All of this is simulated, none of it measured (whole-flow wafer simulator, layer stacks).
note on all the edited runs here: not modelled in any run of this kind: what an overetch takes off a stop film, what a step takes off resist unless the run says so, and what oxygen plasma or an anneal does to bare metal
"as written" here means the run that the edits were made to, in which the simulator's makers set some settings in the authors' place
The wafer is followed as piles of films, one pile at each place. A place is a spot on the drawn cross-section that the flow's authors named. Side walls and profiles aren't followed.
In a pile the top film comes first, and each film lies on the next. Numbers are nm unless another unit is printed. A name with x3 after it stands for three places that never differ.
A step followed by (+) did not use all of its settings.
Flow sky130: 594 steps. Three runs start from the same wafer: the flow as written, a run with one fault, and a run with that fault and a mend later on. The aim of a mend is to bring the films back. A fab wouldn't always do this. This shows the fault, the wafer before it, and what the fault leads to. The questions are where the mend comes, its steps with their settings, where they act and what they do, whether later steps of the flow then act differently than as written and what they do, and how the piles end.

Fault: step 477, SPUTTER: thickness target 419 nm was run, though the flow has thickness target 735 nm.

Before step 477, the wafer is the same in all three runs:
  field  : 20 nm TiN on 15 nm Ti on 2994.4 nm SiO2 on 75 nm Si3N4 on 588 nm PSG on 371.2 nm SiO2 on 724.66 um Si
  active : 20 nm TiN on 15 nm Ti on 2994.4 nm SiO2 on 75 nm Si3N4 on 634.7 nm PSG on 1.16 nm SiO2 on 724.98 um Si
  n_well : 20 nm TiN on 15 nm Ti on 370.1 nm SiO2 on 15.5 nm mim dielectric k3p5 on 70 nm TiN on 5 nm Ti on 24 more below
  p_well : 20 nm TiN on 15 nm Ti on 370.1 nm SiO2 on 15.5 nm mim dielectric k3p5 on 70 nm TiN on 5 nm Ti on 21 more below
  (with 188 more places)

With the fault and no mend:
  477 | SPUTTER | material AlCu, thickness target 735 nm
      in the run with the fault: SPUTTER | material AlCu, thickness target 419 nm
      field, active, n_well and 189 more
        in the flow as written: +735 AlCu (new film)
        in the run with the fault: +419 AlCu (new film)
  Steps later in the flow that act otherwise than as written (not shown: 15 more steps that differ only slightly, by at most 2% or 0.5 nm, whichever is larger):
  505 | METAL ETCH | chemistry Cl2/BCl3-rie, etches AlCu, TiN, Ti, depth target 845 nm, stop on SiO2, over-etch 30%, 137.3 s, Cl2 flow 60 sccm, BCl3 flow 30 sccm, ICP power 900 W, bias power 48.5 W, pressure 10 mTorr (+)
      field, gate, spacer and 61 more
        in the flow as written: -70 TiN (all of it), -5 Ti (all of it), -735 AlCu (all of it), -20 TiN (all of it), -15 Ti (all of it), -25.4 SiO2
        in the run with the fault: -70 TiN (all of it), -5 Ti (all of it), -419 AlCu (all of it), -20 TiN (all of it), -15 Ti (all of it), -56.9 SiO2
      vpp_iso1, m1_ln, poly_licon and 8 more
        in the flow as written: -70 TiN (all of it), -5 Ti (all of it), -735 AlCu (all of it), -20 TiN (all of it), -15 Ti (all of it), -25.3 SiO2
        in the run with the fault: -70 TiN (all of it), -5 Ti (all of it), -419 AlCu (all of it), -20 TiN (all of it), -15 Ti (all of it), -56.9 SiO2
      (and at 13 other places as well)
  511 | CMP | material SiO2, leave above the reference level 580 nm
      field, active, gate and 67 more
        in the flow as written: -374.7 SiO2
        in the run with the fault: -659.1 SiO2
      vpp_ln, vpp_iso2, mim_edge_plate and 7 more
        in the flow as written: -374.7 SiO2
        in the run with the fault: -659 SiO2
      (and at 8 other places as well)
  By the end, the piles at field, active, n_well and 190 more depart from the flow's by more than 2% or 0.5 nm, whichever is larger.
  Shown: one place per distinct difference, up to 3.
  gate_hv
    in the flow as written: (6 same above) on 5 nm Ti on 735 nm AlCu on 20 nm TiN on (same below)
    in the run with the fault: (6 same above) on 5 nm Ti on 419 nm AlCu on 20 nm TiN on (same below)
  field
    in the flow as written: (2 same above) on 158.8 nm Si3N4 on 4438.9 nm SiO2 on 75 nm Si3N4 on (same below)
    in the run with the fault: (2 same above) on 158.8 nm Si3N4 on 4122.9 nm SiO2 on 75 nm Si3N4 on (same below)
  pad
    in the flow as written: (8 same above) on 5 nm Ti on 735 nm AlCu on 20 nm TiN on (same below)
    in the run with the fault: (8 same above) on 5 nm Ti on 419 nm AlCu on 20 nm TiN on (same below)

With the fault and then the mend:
  The mend stands after step 477.
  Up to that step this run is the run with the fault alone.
  477a | SPUTTER | material AlCu, thickness target 316 nm (a further turn of the flow's step 477, with different settings)
      field, active, n_well and 189 more
        +316 AlCu
  Later steps of the flow that are run all act as written at every place that is followed.
  At every place that both follow, the piles at the end match the flow's.
